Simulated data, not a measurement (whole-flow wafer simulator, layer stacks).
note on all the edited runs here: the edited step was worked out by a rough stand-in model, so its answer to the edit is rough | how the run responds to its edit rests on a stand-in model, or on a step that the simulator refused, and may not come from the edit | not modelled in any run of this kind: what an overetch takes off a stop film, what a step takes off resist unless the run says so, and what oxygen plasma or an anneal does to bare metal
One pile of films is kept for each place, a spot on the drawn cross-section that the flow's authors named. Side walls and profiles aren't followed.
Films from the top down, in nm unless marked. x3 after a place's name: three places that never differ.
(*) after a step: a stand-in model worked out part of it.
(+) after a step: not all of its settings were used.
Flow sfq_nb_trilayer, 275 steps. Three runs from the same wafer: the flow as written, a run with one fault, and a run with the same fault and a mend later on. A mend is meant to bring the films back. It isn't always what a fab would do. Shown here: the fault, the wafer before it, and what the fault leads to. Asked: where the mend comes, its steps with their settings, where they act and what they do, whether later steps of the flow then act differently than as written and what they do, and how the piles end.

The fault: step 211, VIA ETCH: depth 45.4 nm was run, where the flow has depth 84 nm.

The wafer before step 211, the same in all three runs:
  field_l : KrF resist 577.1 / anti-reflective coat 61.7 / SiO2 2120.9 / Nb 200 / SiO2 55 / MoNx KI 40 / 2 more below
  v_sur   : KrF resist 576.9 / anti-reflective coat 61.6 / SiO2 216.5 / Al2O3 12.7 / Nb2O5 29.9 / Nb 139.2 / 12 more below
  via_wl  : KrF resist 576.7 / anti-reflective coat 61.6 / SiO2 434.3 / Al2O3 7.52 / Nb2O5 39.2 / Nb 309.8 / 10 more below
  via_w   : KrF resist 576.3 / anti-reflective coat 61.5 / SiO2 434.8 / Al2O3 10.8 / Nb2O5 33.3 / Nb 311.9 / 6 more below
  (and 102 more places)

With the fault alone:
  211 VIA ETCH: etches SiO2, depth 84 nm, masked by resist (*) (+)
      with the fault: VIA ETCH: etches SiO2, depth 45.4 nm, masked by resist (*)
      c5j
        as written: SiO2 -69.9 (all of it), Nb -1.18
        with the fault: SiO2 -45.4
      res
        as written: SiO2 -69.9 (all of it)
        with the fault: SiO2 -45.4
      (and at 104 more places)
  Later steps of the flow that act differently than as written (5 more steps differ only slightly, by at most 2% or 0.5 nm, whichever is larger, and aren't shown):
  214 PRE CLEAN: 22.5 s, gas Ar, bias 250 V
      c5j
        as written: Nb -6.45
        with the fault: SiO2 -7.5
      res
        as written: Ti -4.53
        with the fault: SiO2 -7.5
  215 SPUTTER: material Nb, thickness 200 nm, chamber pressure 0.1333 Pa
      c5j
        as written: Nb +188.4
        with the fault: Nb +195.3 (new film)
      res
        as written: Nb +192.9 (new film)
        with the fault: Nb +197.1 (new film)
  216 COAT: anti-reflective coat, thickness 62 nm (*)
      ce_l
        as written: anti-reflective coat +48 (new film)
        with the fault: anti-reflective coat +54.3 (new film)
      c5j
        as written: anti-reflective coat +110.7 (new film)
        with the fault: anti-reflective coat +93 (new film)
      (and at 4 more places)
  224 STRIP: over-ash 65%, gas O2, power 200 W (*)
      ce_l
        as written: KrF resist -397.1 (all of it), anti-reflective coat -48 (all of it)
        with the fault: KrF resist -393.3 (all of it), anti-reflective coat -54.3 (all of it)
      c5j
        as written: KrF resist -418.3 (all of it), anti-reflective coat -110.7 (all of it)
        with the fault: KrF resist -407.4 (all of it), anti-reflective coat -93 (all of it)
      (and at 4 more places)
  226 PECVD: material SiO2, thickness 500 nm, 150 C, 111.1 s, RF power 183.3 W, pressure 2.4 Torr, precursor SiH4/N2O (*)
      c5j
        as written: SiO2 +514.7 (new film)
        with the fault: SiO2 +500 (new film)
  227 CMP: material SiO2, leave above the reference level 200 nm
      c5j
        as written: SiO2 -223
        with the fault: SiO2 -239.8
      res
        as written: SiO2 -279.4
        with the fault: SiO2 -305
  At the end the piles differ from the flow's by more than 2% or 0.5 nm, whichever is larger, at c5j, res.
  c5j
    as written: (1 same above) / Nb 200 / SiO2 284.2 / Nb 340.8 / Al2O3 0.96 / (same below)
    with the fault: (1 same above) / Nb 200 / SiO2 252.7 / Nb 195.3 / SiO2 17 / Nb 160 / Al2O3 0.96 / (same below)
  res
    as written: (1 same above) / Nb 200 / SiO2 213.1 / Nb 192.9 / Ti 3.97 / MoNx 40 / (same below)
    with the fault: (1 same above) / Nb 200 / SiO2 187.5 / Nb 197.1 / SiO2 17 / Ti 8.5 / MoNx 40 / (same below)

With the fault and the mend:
  The mend comes after step 212.
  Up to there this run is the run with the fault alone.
  212a COAT: anti-reflective coat, thickness 62 nm (*) (the flow's step 204 once more)
      field_r, ln_m5, lsp_m and 64 more
        anti-reflective coat +62 (new film)
      ln_m6, lsp_r, l0_sur, l0v, wl_a_sl, wl_a_m6, wl_a_sr, wl_g_sr
        anti-reflective coat +61.9 (new film)
      field_l, v_sur
        anti-reflective coat +61.6 (new film)
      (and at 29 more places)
  212b COAT: KrF resist, thickness 650 nm (*) (the flow's step 205 once more)
      l0v, p4_fl x3, p4_w1 x9 and 35 more
        KrF resist +650 (new film)
      wl_b_m5, wl_b_sr, wl_c_sl and 12 more
        KrF resist +649.9 (new film)
      lsp_r, wl_j_sl, wl_j_sr
        KrF resist +650.2 (new film)
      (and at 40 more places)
  212c SOFTBAKE: KrF resist (the flow's step 206 once more)
      changes no film at any place that is followed
  212d EXPOSE: photomask C5, dose 11.94 mJ/cm2, NA 0.6, wavelength 248 nm (*) (the flow's step 207 once more)
      changes no film at any place that is followed
  212e PEB: KrF resist, 90 s (the flow's step 208 once more)
      field_l, sp_r, moat and 79 more
        KrF resist -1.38
      v_sur, via_wl, via_w, via_wr, via_sp, be_sur, jj_sur
        KrF resist -1.37
      via_v, wire, res
        KrF resist -1.36
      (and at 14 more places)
  212f DEVELOP: KrF resist, thickness 650 nm, 60 s (the flow's step 209 once more)
      field_l, v_sur, via_wl and 101 more
        KrF resist -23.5
      c5j
        KrF resist -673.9 (all of it)
      res
        KrF resist -641.6 (all of it)
  212g VIA ETCH: etches anti-reflective coat, depth 125 nm, masked by resist (*) (+) (the flow's step 210 once more)
      field_l, v_sur, via_wl and 101 more
        KrF resist -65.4
      c5j
        anti-reflective coat -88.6 (all of it), SiO2 -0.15
      res
        anti-reflective coat -78.4 (all of it), SiO2 -0.2
  212h VIA ETCH: etches SiO2, depth 38.6 nm, masked by resist (*) (+) (the flow's step 211 once more, with other settings)
      field_l, v_sur, via_wl and 101 more
        KrF resist -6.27
      c5j
        SiO2 -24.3 (all of it), Nb -1
      res
        SiO2 -24.3 (all of it)
  212i STRIP: over-ash 65%, gas O2, power 200 W (*) (the flow's step 212 once more)
      p4_fl x3, p4_w1 x9, p4_g1 x2 and 33 more
        KrF resist -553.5 (all of it), anti-reflective coat -62 (all of it)
      wl_b_sl, wl_b_m5, wl_b_sr and 11 more
        KrF resist -553.3 (all of it), anti-reflective coat -62 (all of it)
      wl_d_m1, wl_d_sr, wl_e_sl
        KrF resist -553.4 (all of it), anti-reflective coat -62 (all of it)
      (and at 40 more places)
  No later step of the flow acts differently than as written, at any place that is followed, by more than 2% or 0.5 nm, whichever is larger.
  At the end the piles differ from the flow's only slightly at the places that both follow, by at most 2% or 0.5 nm, whichever is larger.
